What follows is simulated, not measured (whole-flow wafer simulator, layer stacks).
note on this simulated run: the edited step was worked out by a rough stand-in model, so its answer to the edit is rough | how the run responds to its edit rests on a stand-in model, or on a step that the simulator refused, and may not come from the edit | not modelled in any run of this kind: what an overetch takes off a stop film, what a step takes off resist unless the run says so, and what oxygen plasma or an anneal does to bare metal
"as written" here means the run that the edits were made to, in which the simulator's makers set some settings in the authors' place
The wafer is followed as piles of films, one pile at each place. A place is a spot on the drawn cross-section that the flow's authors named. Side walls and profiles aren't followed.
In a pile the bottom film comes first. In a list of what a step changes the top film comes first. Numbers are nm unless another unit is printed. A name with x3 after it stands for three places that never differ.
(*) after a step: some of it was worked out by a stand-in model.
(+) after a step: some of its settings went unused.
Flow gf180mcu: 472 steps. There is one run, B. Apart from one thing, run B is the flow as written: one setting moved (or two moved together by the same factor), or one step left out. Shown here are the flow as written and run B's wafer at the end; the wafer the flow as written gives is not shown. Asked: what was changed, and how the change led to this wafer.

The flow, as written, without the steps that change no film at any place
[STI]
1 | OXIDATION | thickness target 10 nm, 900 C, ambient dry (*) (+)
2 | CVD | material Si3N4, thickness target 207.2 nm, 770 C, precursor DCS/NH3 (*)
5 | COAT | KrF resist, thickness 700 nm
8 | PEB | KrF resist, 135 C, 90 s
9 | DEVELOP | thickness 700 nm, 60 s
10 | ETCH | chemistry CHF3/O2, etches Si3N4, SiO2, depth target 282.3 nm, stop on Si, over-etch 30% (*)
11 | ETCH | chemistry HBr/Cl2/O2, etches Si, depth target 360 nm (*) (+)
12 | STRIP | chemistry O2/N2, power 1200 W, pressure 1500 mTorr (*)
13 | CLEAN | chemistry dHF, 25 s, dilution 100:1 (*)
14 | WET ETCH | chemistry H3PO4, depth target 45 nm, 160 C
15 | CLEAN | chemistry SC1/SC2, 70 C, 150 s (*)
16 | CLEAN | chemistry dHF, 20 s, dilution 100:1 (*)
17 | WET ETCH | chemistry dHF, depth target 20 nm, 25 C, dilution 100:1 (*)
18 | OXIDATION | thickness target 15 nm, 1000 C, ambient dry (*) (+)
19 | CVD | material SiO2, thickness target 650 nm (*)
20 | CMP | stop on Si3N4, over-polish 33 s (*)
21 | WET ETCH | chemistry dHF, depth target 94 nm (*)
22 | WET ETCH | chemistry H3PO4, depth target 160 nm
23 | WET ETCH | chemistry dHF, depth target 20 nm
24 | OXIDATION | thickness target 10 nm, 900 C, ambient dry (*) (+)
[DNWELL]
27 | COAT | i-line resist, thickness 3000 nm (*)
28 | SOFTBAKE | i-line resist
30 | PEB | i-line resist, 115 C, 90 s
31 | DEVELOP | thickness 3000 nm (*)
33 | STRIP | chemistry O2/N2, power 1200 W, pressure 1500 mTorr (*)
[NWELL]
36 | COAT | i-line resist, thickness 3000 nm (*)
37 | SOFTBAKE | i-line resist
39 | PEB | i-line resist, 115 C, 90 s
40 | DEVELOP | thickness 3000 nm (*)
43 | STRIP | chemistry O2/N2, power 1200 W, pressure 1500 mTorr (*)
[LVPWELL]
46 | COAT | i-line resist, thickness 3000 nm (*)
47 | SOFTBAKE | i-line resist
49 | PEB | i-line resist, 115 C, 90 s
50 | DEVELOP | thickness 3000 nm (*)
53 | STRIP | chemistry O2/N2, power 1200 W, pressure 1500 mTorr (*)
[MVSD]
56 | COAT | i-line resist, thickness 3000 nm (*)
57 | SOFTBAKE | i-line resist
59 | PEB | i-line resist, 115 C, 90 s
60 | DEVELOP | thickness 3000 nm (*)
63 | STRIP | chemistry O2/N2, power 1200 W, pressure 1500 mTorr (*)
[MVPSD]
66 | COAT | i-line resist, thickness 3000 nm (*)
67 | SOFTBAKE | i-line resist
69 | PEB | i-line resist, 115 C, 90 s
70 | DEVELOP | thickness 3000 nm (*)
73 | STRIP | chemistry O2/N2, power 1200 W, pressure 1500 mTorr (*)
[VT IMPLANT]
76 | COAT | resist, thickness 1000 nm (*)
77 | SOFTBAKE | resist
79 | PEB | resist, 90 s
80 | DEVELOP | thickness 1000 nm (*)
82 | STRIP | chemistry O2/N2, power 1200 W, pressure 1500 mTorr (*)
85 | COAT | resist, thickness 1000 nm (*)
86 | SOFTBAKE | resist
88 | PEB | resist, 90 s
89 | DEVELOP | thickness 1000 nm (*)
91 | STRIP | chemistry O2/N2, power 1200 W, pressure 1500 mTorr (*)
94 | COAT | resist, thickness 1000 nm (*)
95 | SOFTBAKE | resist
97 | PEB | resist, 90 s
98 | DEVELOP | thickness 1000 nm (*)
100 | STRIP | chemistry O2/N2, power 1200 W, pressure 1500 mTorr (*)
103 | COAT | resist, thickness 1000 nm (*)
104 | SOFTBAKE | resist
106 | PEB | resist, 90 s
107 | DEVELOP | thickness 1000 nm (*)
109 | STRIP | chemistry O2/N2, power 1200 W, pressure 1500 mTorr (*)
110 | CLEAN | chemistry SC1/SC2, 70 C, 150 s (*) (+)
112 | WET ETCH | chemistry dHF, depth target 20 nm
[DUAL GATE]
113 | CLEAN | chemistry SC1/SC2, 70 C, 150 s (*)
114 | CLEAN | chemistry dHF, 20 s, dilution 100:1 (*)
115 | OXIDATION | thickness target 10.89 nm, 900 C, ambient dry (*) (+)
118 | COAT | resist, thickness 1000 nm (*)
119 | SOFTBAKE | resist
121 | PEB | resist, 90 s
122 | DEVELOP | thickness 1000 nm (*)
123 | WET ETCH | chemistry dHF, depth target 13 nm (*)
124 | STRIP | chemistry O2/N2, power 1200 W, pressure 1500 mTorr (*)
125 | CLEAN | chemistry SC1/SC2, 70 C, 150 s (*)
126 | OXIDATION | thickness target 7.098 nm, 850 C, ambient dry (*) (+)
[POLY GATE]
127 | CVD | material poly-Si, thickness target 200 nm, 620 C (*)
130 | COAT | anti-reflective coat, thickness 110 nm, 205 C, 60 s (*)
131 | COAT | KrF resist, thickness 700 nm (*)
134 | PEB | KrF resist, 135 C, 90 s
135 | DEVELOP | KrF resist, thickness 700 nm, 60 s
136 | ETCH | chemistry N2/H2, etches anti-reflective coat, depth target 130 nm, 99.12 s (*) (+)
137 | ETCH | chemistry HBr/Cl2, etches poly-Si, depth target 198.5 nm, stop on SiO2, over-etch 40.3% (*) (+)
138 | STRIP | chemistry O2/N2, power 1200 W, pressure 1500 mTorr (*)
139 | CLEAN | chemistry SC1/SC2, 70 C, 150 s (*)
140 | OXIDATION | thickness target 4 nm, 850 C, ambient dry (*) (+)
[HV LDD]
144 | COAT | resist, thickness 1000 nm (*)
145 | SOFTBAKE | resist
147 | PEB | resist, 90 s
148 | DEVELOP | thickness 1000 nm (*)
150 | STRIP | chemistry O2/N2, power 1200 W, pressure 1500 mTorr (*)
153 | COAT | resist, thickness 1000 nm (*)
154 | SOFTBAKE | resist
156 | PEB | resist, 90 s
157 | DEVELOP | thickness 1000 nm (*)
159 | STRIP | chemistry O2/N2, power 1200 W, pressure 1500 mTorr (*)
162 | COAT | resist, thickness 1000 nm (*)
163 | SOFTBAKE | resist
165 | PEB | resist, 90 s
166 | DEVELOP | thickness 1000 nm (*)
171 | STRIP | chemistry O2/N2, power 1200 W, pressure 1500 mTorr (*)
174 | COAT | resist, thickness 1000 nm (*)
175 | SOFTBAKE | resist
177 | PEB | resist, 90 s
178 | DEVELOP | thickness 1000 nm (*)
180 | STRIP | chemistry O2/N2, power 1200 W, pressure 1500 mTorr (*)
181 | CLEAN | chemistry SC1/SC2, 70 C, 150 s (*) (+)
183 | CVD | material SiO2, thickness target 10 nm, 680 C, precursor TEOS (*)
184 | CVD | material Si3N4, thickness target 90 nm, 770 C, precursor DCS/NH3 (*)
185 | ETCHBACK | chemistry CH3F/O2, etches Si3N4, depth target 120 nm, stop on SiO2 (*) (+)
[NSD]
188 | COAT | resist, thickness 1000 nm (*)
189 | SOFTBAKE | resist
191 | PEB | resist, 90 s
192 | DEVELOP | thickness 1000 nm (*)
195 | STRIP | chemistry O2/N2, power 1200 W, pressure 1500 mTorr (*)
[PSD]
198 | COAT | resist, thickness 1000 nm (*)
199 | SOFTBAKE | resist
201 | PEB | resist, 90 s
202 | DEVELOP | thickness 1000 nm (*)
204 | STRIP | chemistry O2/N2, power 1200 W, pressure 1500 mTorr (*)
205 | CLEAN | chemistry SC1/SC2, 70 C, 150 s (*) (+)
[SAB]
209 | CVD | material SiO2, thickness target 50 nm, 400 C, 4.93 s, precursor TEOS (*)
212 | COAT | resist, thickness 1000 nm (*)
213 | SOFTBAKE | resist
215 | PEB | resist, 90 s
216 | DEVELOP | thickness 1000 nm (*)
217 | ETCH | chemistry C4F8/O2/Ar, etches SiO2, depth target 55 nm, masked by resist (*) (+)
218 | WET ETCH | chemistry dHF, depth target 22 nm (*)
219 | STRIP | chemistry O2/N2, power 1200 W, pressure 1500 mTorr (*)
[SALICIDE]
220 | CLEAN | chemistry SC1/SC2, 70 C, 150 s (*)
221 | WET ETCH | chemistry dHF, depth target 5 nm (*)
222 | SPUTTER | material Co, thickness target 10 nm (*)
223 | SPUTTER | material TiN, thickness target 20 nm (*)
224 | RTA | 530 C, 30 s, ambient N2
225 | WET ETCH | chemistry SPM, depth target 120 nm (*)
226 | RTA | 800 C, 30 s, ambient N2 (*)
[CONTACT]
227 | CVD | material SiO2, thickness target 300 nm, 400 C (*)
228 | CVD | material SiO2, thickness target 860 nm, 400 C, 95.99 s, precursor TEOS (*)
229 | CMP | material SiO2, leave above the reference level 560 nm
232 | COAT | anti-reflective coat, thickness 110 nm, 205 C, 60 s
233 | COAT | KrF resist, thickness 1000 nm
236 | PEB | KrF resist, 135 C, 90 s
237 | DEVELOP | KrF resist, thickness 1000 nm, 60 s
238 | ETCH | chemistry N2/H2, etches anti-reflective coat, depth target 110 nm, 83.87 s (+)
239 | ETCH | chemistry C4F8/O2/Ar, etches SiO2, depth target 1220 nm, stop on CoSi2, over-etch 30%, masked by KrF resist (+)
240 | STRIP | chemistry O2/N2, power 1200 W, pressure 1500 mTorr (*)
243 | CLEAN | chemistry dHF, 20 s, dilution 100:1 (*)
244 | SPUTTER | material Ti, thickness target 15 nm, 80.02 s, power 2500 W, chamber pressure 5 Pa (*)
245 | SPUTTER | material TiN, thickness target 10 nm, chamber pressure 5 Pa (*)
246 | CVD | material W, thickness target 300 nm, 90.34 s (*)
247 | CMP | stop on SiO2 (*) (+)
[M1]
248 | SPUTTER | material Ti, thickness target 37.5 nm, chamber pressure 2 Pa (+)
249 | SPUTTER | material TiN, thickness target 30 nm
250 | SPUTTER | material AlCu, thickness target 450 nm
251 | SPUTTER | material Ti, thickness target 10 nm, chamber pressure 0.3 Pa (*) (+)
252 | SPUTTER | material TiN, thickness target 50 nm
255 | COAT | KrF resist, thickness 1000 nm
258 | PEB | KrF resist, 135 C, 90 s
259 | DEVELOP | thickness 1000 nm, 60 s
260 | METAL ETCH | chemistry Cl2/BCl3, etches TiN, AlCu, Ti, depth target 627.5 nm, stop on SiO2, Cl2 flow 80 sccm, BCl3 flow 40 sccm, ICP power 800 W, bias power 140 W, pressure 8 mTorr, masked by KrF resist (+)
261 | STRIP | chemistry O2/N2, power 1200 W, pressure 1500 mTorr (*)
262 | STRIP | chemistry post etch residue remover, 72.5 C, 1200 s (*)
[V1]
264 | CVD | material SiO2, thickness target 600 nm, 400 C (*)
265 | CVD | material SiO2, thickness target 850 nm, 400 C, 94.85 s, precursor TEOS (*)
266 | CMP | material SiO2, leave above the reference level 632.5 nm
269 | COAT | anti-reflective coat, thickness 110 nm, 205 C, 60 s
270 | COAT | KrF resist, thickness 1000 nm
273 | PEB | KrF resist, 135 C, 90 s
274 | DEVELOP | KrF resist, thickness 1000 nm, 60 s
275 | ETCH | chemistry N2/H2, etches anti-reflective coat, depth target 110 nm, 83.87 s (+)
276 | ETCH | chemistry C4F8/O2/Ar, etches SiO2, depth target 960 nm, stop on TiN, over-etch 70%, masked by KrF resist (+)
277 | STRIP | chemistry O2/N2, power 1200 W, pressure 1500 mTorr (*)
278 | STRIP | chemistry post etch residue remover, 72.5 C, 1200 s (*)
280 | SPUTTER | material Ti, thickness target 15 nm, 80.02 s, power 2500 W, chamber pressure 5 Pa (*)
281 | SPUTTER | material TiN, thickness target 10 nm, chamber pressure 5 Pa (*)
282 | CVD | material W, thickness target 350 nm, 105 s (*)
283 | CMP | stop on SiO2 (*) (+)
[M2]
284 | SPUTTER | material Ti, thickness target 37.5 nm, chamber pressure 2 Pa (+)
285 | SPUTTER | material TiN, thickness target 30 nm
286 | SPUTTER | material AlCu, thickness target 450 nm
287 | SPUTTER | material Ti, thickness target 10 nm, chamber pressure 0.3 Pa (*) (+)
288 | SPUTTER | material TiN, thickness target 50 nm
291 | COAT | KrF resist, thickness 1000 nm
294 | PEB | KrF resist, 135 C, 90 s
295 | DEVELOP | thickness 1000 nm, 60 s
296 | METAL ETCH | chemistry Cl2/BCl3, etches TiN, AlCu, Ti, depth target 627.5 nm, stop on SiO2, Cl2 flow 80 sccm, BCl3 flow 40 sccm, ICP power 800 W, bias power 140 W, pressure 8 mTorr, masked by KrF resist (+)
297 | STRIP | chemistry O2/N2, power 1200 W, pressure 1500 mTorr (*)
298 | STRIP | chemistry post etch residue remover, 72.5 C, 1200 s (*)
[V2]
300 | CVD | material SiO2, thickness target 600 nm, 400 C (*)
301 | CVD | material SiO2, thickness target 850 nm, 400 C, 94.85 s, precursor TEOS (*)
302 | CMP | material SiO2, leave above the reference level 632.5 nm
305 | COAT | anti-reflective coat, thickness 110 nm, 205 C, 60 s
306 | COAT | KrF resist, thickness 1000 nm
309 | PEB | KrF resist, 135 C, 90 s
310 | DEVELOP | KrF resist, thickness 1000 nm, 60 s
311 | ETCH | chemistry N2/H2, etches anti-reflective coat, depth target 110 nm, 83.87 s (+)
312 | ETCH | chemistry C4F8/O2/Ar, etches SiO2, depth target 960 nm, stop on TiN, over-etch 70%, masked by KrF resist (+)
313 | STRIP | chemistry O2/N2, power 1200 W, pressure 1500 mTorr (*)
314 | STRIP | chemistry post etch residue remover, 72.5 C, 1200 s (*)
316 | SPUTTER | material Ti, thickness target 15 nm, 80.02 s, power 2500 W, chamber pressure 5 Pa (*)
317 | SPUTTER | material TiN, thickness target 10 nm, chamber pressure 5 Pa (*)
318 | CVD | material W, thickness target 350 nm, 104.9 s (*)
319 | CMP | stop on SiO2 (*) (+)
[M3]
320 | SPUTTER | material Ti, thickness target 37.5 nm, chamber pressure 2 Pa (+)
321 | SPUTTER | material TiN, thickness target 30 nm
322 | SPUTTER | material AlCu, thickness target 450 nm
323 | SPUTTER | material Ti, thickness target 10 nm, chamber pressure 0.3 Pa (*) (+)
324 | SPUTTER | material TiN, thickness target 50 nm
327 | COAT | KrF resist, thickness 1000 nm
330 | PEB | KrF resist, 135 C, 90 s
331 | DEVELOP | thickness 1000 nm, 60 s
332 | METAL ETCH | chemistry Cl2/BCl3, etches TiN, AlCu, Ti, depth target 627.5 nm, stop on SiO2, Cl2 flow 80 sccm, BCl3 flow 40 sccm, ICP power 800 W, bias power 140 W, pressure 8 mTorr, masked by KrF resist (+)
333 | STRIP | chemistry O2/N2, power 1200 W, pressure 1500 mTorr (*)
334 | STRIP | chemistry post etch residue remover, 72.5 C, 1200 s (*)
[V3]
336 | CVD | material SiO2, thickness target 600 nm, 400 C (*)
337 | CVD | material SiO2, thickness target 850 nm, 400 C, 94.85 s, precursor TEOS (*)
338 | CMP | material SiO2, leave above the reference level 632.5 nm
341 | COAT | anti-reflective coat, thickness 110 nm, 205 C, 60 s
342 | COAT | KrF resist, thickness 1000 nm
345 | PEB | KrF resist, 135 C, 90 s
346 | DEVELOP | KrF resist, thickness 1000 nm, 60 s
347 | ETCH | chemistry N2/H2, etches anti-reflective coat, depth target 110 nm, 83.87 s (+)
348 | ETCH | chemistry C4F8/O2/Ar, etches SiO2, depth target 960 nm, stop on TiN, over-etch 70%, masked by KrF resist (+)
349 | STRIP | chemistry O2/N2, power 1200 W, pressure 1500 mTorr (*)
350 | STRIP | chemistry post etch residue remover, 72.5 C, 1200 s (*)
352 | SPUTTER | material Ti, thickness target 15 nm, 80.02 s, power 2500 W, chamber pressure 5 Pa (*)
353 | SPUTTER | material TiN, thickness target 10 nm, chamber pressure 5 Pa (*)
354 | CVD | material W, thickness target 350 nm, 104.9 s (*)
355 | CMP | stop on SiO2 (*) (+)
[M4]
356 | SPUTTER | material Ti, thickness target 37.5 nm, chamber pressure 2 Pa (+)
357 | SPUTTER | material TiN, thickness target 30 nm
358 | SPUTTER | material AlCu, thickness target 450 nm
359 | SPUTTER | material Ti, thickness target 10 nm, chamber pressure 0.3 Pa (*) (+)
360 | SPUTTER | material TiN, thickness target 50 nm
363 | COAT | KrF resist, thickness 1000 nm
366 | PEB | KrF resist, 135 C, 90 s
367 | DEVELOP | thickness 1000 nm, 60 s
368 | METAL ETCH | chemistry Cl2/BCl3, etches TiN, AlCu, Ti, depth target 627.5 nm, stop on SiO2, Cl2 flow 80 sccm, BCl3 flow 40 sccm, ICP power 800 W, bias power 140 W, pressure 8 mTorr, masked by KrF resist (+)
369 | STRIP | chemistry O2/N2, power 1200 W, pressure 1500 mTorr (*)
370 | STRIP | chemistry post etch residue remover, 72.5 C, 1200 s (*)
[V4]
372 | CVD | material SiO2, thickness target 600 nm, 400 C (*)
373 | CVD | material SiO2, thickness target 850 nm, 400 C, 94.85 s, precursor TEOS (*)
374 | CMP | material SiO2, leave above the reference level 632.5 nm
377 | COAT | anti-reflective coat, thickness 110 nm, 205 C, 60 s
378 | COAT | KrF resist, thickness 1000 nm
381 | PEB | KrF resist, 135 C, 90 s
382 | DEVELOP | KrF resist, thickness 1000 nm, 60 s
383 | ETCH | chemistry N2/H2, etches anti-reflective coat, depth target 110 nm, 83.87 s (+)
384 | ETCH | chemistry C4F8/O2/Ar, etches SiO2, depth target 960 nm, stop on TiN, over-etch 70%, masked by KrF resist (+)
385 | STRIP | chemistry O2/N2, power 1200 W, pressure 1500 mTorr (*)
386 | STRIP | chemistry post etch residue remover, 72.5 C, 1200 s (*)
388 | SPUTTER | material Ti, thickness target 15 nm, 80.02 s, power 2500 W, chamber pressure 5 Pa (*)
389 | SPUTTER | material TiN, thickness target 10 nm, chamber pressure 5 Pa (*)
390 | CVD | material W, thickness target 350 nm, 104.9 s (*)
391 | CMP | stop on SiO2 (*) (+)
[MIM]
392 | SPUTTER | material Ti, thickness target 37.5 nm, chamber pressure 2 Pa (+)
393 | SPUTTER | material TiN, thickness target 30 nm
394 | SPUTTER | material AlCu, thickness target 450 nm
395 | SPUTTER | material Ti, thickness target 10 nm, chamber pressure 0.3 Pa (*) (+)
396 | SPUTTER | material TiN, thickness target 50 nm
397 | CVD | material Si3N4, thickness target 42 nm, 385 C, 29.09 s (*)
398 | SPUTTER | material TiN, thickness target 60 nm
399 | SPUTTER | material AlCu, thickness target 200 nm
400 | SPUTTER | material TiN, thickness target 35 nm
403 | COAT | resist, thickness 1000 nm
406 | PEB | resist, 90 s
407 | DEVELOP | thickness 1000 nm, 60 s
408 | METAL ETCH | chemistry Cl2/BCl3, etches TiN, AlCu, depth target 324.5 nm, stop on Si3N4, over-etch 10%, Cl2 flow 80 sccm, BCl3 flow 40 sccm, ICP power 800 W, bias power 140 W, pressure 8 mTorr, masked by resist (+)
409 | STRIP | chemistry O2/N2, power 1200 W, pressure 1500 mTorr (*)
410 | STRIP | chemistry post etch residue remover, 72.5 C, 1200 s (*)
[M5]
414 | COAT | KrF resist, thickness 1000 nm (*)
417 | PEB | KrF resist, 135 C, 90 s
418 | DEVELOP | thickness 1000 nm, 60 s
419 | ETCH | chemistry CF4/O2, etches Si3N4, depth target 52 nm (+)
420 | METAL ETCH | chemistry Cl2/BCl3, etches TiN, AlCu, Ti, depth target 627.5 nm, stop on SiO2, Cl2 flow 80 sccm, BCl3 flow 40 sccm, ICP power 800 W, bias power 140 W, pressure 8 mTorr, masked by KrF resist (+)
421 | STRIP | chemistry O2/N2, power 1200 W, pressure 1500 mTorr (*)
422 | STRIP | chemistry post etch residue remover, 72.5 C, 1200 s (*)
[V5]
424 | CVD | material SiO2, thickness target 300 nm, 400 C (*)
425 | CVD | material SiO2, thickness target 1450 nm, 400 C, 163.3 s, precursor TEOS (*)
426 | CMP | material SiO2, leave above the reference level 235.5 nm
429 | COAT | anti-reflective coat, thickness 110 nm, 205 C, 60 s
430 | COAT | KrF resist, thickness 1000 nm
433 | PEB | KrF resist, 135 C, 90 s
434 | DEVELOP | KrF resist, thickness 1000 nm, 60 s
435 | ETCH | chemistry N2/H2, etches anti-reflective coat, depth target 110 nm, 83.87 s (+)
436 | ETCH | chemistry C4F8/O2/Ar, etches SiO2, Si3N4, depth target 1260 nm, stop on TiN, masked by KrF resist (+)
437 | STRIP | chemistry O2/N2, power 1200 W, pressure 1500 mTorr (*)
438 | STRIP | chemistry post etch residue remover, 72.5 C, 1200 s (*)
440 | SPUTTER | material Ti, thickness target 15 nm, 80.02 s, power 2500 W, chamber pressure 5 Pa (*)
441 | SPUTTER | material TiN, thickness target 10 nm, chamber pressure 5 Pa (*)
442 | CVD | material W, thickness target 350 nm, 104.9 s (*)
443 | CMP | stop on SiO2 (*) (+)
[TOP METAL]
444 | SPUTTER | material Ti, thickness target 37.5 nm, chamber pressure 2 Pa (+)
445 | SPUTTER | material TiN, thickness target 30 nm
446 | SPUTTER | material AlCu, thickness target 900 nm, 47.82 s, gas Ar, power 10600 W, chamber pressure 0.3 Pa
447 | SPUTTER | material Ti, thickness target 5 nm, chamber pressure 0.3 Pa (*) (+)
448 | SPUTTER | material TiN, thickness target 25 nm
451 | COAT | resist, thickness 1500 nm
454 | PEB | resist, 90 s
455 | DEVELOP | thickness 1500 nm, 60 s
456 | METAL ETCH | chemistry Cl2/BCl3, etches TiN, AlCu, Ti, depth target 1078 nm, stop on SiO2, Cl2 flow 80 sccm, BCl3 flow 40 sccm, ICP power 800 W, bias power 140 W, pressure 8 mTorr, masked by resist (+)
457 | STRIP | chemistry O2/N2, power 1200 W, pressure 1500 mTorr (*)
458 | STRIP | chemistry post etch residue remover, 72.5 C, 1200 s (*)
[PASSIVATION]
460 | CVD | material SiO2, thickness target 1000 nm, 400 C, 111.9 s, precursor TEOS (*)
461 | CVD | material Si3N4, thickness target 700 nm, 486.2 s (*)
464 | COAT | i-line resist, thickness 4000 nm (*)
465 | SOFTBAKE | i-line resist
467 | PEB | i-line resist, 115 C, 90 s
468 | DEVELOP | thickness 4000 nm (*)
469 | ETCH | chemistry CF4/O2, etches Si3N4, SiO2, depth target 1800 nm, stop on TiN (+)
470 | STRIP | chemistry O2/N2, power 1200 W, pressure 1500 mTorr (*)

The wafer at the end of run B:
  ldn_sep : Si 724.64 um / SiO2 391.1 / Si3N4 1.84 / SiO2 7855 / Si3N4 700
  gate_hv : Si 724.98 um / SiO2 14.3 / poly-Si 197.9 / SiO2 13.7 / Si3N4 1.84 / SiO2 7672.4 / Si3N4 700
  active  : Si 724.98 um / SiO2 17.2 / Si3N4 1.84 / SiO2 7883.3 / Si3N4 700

The reason: step 184, CVD: thickness target 126 nm was run, while the flow as written has thickness target 90 nm.

How this came from the change, step by step:
  184 | CVD | material Si3N4, thickness target 90 nm, 770 C, precursor DCS/NH3 (*)
      field, field__w1, field__w2 and 101 more: Si3N4 gains 126 (new film) (it would be, as written: Si3N4 gains 90 (new film))
  185 | ETCHBACK | chemistry CH3F/O2, etches Si3N4, depth target 120 nm, stop on SiO2 (*) (+)
      field, field__w1, field__w2 and 100 more: Si3N4 loses 120 (it would be, as written: Si3N4 loses 90 (all of it), SiO2 loses 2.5)
  188 | COAT | resist, thickness 1000 nm (*)
      spacer: resist gains 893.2 (new film) (it would be, as written: resist gains 920.3 (new film))
  189 | SOFTBAKE | resist
      field__w9: resist loses 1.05 (it would be, as written: resist gains 1.85)
      nw_enc_fld_lv: resist gains 1.7 (it would be, as written: resist gains 0.58)
  191 | PEB | resist, 90 s
      spacer: resist loses 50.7 (it would be, as written: resist loses 52.3)
  192 | DEVELOP | thickness 1000 nm (*)
      spacer: resist loses 842.5 (all of it) (it would be, as written: resist loses 868 (all of it))
  198 | COAT | resist, thickness 1000 nm (*)
      spacer: resist gains 893.2 (new film) (it would be, as written: resist gains 920.3 (new film))
  199 | SOFTBAKE | resist
      field__w9: resist loses 1.05 (it would be, as written: resist gains 1.85)
      nw_enc_fld_lv: resist gains 1.7 (it would be, as written: resist gains 0.58)
  201 | PEB | resist, 90 s
      spacer: resist loses 50.7 (it would be, as written: resist loses 52.3)
  204 | STRIP | chemistry O2/N2, power 1200 W, pressure 1500 mTorr (*)
      spacer: resist loses 842.5 (all of it) (it would be, as written: resist loses 868 (all of it))
  205 | CLEAN | chemistry SC1/SC2, 70 C, 150 s (*) (+)
      field, field__w1, field__w2 and 105 more: Si3N4 loses 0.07 (it would be, as written: SiO2 loses 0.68)
  209 | CVD | material SiO2, thickness target 50 nm, 400 C, 4.93 s, precursor TEOS (*)
      field, field__w7, field__w8 and 73 more: SiO2 gains 50 (new film) (it would be, as written: SiO2 gains 50)
      field_sub__w1, field_sub__w3, field_sub__w4, field_sub__w5, ld_drift_n: SiO2 gains 48.8 (new film) (it would be, as written: SiO2 gains 48.9)
      (and at 27 other places as well)
  212 | COAT | resist, thickness 1000 nm (*)
      spacer: resist gains 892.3 (new film) (it would be, as written: resist gains 919.2 (new film))
  213 | SOFTBAKE | resist
      field_sub__w2: resist gains 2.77 (it would be, as written: resist gains 0.91)
  215 | PEB | resist, 90 s
      spacer: resist loses 50.7 (it would be, as written: resist loses 52.3)
  216 | DEVELOP | thickness 1000 nm (*)
      spacer: resist loses 841.7 (all of it) (it would be, as written: resist loses 866.9 (all of it))
  ... another 17 steps ...
  471 | ANNEAL | 400 C, 1800 s, ambient N2/H2
      polyc_n, polyc_p: under 9 films: void gains 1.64 (new film), Ti loses 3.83, TiSi first gains 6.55 (new film), poly-Si loses 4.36 (it would be, as written: nothing)
      contact: under 49 films: void gains 1.62 (new film), Ti loses 3.83, TiSi first gains 6.55 (new film), Si loses 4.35 (it would be, as written: nothing)
With metal films that touch counted as one body, gate_hv has 0 bodies; the flow as written gives 1 body.
With metal films that touch counted as one body, active has 0 bodies; the flow as written gives 1 body.
